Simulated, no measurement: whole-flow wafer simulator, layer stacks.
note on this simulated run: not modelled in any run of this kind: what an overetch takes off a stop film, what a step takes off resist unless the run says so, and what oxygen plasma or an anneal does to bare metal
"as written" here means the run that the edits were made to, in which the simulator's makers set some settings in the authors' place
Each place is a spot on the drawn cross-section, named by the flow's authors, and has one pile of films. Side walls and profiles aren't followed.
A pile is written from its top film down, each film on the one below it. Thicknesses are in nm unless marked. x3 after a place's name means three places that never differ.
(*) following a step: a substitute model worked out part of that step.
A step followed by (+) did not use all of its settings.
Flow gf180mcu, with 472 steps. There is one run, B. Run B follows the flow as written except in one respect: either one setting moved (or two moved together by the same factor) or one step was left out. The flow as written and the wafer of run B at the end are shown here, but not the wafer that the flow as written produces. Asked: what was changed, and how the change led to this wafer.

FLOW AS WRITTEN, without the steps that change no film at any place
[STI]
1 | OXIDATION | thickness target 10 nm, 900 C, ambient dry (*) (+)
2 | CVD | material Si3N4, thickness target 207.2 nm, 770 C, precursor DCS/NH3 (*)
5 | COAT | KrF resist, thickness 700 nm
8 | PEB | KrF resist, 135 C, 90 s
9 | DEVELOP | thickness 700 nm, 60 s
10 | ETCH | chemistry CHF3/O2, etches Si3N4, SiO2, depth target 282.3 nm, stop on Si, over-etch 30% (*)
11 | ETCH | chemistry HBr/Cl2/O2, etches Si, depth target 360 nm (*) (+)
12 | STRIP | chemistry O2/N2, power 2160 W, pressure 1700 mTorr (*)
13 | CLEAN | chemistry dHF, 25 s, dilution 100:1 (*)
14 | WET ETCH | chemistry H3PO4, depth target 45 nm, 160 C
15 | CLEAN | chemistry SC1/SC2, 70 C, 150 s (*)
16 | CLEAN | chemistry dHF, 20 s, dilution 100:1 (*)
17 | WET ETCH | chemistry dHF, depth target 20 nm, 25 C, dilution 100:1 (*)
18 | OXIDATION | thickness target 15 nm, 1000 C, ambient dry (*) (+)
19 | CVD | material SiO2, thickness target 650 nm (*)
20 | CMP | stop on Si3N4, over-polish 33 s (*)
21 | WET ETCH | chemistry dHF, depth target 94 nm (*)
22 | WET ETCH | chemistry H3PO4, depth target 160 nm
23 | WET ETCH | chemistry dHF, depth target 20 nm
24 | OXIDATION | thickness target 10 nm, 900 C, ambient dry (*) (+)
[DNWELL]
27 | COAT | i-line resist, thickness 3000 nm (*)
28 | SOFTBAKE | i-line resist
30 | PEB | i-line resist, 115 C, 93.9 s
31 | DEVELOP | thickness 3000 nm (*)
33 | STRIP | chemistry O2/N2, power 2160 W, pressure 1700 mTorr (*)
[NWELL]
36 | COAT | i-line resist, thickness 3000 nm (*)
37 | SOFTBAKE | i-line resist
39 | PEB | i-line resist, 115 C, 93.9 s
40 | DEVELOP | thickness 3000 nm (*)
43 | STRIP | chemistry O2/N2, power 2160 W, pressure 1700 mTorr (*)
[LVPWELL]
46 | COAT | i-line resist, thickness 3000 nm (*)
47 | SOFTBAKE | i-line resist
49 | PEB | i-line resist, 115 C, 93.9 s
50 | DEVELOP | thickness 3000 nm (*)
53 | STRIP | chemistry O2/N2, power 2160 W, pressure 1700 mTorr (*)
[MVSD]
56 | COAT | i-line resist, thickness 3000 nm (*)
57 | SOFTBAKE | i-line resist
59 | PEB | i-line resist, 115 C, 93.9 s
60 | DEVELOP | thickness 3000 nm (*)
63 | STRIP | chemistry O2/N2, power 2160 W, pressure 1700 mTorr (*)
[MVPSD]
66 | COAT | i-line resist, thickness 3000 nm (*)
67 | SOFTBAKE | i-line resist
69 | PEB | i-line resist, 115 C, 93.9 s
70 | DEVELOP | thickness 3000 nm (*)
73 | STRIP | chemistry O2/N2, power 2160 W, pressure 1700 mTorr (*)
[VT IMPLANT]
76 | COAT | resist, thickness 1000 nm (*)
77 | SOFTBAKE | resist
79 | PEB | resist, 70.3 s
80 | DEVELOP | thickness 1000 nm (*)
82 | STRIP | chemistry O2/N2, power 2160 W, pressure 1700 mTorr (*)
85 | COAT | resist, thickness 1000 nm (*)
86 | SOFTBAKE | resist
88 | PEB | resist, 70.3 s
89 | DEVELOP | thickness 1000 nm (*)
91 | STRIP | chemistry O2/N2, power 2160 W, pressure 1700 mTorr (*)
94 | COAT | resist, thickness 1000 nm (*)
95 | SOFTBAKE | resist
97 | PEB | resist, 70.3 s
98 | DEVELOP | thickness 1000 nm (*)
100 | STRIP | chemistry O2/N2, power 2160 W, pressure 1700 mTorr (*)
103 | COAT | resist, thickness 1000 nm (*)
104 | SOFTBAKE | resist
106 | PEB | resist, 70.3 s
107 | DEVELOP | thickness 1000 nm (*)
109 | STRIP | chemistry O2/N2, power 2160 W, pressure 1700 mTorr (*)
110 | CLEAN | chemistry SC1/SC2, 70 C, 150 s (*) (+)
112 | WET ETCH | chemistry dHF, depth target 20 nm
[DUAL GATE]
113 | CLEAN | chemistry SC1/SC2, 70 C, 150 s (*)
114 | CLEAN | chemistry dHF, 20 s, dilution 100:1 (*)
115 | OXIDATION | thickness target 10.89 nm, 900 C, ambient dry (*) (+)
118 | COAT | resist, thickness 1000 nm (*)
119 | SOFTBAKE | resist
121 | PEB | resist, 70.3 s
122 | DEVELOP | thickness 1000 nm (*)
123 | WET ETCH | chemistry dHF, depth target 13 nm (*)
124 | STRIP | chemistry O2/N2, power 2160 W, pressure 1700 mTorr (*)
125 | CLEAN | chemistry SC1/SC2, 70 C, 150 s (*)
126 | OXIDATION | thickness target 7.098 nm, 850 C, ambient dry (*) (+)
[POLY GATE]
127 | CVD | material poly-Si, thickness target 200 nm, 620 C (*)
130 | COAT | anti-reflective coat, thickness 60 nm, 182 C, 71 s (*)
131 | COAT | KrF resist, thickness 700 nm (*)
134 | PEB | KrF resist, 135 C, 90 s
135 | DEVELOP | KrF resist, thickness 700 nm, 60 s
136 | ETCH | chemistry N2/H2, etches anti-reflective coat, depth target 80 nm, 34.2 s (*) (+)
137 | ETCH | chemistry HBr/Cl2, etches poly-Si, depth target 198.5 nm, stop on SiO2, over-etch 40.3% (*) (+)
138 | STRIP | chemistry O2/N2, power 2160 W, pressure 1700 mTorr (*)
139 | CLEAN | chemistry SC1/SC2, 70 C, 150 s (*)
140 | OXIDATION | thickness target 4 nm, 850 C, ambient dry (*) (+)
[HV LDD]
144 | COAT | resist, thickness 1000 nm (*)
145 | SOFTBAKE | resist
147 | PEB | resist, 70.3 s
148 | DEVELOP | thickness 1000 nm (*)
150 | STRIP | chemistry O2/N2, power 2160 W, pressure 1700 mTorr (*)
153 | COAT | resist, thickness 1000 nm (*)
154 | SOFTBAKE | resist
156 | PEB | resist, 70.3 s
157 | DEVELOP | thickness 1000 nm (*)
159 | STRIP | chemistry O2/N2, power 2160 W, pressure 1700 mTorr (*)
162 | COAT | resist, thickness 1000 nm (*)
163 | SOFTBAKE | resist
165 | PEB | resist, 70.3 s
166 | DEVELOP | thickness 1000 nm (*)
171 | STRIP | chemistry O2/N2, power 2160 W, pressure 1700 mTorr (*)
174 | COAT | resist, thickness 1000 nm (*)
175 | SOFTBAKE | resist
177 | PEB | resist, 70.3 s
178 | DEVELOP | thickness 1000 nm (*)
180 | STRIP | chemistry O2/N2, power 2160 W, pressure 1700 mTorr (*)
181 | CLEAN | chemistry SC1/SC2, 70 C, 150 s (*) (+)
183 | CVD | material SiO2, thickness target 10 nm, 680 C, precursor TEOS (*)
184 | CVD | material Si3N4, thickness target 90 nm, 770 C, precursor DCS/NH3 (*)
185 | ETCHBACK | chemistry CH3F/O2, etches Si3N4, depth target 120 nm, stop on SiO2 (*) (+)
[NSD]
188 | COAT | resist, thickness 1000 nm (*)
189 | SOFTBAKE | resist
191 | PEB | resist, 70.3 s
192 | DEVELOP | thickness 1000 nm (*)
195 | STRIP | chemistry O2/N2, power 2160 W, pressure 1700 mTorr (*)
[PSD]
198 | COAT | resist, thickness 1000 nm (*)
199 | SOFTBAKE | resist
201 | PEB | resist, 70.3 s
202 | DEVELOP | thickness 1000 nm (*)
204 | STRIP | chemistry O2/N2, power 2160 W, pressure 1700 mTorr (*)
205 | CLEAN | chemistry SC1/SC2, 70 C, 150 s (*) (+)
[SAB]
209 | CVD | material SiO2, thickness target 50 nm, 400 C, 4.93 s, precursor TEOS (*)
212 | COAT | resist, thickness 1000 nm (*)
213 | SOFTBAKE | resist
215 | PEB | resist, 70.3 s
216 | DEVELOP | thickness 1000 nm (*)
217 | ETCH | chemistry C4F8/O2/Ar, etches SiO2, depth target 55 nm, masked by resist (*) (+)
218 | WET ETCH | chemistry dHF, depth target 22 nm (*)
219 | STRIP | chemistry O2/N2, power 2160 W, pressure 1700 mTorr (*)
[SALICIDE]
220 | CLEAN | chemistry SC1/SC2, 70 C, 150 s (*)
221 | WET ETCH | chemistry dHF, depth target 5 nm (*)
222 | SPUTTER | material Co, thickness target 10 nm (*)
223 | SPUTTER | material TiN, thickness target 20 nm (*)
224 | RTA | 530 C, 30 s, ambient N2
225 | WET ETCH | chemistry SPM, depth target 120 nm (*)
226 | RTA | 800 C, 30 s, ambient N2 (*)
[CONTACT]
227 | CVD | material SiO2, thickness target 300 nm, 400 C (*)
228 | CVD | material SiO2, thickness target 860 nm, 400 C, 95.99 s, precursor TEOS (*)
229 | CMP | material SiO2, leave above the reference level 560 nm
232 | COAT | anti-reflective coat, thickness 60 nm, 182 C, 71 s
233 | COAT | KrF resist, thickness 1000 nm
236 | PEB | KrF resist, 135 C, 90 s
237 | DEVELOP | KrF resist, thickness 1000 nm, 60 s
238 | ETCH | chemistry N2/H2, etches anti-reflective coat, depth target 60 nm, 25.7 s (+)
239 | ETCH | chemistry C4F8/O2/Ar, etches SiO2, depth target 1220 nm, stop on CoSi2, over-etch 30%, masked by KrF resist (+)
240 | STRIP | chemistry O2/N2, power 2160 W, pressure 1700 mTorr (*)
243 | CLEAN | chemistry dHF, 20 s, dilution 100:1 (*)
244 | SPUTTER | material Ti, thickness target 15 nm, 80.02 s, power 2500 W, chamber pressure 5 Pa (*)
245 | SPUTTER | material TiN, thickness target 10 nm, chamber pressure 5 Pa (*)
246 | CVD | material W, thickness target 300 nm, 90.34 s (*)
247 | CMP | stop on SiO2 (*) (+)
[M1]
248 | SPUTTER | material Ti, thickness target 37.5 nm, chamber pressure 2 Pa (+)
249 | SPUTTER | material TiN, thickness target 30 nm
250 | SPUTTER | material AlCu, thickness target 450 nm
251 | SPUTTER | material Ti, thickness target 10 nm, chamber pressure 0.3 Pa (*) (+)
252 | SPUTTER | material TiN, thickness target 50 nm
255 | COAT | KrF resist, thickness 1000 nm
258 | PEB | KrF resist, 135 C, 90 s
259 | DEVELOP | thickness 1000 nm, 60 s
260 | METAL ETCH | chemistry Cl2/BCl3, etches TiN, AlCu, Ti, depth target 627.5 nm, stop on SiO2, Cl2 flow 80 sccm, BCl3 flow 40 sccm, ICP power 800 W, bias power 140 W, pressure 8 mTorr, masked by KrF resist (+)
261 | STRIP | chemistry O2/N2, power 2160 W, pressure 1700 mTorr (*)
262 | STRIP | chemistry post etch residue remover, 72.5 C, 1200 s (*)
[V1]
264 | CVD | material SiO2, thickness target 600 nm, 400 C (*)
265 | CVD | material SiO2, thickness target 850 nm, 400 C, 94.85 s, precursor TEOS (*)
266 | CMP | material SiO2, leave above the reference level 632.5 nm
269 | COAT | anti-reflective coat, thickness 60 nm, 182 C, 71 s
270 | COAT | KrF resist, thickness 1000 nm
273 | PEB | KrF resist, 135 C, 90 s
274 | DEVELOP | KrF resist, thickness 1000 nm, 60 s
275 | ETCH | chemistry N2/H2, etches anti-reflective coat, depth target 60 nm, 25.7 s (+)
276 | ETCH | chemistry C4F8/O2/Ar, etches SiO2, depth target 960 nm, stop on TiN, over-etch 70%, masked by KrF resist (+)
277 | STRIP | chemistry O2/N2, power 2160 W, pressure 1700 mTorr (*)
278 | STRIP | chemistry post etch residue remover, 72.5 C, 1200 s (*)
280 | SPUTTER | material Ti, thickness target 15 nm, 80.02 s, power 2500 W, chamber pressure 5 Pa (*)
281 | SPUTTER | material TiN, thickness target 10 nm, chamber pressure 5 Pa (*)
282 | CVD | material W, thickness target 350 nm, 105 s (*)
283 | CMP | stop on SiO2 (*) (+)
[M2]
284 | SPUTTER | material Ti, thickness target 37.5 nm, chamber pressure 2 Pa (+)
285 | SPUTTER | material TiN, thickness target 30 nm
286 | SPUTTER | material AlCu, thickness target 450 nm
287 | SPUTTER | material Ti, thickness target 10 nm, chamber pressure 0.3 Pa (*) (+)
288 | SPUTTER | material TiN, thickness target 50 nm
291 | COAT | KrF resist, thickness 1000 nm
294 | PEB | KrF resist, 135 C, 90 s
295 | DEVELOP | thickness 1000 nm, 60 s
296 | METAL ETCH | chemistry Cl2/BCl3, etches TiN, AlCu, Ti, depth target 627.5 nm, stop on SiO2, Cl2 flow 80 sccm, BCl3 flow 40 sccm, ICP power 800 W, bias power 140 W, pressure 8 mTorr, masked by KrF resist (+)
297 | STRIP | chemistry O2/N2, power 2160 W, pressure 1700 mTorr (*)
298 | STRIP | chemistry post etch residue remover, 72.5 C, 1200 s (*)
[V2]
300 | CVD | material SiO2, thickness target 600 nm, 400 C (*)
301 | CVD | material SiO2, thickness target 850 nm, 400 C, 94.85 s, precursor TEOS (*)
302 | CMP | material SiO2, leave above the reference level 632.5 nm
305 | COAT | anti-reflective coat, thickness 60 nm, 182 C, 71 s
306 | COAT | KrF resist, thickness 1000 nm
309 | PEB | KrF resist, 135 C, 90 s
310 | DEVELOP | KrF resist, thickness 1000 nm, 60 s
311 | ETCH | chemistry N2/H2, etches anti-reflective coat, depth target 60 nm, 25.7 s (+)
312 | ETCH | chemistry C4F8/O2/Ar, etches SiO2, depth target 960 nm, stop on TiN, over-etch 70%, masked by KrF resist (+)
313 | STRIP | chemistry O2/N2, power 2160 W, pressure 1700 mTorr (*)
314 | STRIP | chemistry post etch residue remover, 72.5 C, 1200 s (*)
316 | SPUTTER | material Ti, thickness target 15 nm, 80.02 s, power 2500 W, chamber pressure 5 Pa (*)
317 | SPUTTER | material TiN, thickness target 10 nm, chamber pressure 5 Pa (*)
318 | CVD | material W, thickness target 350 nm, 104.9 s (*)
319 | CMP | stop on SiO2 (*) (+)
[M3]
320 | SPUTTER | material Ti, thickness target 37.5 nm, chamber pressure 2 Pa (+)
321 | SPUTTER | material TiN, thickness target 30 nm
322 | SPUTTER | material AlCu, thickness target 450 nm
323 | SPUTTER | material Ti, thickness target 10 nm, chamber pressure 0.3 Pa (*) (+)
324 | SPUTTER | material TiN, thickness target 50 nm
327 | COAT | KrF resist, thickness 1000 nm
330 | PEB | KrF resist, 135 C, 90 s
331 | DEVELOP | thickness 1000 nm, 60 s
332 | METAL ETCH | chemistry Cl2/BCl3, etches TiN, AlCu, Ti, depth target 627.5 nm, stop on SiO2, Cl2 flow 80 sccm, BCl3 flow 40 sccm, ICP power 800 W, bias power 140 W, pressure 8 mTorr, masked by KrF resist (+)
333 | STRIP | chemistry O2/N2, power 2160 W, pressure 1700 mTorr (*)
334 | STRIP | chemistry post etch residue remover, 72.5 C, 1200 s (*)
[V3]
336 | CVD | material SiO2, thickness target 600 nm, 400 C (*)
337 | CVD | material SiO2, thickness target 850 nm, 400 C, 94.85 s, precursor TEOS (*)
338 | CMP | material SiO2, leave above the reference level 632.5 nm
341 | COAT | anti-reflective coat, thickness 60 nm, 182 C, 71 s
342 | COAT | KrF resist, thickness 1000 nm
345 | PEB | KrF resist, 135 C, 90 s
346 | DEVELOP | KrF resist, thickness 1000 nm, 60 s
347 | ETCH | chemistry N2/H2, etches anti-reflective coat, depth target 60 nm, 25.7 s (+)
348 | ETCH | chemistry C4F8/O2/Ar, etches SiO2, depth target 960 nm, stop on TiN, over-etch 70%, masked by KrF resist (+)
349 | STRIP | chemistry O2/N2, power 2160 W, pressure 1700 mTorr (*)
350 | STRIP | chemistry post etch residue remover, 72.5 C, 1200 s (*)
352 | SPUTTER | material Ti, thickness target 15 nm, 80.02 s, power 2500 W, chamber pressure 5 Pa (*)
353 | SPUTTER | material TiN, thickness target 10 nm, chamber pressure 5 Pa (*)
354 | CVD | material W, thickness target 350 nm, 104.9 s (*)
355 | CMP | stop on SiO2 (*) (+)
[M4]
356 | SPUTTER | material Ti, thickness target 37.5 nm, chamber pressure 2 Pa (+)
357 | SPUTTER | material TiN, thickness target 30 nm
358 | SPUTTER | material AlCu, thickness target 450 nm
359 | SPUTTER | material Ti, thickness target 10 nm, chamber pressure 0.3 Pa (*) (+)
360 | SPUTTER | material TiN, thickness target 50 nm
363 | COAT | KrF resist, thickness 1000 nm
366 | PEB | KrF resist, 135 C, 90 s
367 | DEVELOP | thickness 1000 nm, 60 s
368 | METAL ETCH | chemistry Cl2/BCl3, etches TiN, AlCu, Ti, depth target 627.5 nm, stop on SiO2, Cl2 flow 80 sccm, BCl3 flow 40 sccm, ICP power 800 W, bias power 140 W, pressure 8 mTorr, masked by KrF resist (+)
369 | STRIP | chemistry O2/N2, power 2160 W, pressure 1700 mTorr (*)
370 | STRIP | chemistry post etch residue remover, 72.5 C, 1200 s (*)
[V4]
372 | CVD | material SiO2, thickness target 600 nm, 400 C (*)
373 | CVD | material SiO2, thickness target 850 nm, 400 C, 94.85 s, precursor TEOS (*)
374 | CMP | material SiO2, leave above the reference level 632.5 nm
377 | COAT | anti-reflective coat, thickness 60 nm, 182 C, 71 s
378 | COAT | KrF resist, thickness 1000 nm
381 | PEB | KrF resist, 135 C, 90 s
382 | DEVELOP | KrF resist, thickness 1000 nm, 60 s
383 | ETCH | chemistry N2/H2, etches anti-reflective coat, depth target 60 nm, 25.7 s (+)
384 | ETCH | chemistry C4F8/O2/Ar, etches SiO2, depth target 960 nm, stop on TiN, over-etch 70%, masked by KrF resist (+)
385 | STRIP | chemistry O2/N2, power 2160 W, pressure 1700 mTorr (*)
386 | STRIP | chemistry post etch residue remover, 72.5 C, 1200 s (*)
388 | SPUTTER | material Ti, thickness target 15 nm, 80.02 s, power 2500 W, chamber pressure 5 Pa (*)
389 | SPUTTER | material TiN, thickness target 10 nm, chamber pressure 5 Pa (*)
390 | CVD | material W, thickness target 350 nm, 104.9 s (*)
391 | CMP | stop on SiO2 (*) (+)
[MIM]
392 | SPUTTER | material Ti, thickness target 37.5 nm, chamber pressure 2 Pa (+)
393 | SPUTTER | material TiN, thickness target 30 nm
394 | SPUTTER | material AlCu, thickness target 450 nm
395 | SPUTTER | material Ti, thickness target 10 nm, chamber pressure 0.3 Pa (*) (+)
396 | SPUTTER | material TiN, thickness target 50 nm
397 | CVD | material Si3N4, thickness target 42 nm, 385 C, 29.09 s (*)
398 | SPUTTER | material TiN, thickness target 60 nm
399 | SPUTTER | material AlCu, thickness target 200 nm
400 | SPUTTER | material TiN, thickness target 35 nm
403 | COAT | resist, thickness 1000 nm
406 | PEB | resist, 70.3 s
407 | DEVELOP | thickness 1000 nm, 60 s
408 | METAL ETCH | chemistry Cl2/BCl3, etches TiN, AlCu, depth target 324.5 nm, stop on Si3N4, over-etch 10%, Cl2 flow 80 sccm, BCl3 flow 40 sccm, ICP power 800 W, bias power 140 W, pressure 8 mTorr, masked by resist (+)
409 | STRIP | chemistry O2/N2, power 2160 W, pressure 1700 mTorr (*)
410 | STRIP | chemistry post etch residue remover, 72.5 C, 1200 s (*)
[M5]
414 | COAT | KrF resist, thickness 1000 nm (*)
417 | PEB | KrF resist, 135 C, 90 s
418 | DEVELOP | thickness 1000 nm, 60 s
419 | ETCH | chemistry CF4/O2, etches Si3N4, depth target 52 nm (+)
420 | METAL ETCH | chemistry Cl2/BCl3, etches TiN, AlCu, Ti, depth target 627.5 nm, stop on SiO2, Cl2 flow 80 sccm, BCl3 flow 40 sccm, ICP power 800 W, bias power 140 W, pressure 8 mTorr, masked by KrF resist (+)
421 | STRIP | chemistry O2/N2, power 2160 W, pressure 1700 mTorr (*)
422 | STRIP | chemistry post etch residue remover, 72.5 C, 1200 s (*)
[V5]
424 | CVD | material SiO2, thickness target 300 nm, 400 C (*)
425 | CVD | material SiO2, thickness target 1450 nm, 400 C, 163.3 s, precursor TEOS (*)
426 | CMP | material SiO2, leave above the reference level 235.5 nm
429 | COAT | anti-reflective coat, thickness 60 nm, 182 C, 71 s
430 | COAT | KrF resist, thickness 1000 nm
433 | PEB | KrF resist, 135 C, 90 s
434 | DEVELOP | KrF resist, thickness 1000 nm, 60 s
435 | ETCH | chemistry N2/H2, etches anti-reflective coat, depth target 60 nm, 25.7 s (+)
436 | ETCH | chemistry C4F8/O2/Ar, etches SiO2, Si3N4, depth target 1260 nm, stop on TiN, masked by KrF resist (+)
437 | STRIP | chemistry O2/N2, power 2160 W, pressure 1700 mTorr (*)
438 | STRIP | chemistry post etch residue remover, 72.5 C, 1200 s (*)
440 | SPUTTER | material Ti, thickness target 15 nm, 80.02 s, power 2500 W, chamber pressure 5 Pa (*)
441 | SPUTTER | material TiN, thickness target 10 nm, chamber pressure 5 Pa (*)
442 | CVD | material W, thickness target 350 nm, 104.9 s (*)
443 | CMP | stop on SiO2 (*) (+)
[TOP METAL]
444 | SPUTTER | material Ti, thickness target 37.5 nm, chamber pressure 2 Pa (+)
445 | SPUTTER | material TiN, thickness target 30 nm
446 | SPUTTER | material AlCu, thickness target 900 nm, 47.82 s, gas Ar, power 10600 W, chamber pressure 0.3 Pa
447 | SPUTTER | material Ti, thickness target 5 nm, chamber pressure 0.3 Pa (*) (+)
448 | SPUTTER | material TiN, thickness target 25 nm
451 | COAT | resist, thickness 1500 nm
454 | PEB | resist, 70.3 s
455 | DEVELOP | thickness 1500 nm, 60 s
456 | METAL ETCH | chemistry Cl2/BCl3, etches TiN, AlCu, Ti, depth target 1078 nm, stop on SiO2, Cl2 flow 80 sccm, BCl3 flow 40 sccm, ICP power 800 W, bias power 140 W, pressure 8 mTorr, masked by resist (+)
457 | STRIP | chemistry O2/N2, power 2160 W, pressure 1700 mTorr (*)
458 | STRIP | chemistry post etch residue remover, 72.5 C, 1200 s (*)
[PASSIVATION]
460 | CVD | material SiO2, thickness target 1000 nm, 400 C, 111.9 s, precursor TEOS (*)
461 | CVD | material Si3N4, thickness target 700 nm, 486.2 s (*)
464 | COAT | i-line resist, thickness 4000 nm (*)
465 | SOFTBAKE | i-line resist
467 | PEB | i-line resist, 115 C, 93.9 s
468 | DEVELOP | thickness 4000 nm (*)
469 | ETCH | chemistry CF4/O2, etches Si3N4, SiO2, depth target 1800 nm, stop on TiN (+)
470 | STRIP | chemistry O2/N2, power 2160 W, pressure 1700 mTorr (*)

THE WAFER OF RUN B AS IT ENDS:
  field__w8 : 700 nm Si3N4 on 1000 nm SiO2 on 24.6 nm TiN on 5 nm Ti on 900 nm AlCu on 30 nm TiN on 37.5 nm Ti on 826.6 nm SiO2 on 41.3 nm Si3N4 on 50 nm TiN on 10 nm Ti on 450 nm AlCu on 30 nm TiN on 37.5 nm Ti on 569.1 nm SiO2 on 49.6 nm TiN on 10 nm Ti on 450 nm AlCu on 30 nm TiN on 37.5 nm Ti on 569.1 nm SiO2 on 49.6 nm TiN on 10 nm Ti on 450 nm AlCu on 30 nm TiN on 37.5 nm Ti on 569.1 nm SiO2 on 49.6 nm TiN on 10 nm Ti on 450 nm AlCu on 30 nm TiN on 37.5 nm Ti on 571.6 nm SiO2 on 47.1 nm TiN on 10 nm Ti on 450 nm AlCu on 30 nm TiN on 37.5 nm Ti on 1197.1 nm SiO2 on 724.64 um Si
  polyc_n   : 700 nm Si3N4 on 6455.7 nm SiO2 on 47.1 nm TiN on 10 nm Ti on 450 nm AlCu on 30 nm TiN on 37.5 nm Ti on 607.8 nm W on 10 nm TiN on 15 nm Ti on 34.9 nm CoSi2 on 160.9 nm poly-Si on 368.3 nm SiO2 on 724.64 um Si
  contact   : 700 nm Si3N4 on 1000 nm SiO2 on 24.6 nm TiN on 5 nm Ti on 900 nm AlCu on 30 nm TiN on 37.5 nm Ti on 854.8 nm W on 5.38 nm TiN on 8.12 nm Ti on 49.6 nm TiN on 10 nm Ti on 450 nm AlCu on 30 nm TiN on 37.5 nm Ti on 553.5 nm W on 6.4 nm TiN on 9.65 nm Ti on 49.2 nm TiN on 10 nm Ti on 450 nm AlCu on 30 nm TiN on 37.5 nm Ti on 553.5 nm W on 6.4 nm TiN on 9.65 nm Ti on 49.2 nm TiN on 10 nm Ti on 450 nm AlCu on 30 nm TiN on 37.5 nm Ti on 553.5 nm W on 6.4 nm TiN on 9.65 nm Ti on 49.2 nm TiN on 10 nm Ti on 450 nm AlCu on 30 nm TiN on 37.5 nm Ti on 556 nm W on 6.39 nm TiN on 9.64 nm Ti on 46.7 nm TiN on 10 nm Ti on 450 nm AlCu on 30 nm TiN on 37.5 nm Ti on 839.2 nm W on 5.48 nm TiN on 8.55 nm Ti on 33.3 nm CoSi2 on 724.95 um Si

What caused this: step 252, SPUTTER: thickness target 47.5 nm was run, whereas the flow has thickness target 50 nm.

The path from the change to this, step by step:
  252 | SPUTTER | material TiN, thickness target 50 nm
      field, field__w1, field__w2 and 108 more: +47.5 TiN (new film) (it would be, as written: +50 TiN (new film))
  260 | METAL ETCH | chemistry Cl2/BCl3, etches TiN, AlCu, Ti, depth target 627.5 nm, stop on SiO2, Cl2 flow 80 sccm, BCl3 flow 40 sccm, ICP power 800 W, bias power 140 W, pressure 8 mTorr, masked by KrF resist (+)
      field, field__w1, field__w2 and 99 more: -47.5 TiN (all of it), -10 Ti (all of it), -450 AlCu (all of it), -30 TiN (all of it), -37.5 Ti (all of it) (it would be, as written: -50 TiN (all of it), -10 Ti (all of it), -450 AlCu (all of it), -30 TiN (all of it), -37.5 Ti (all of it))
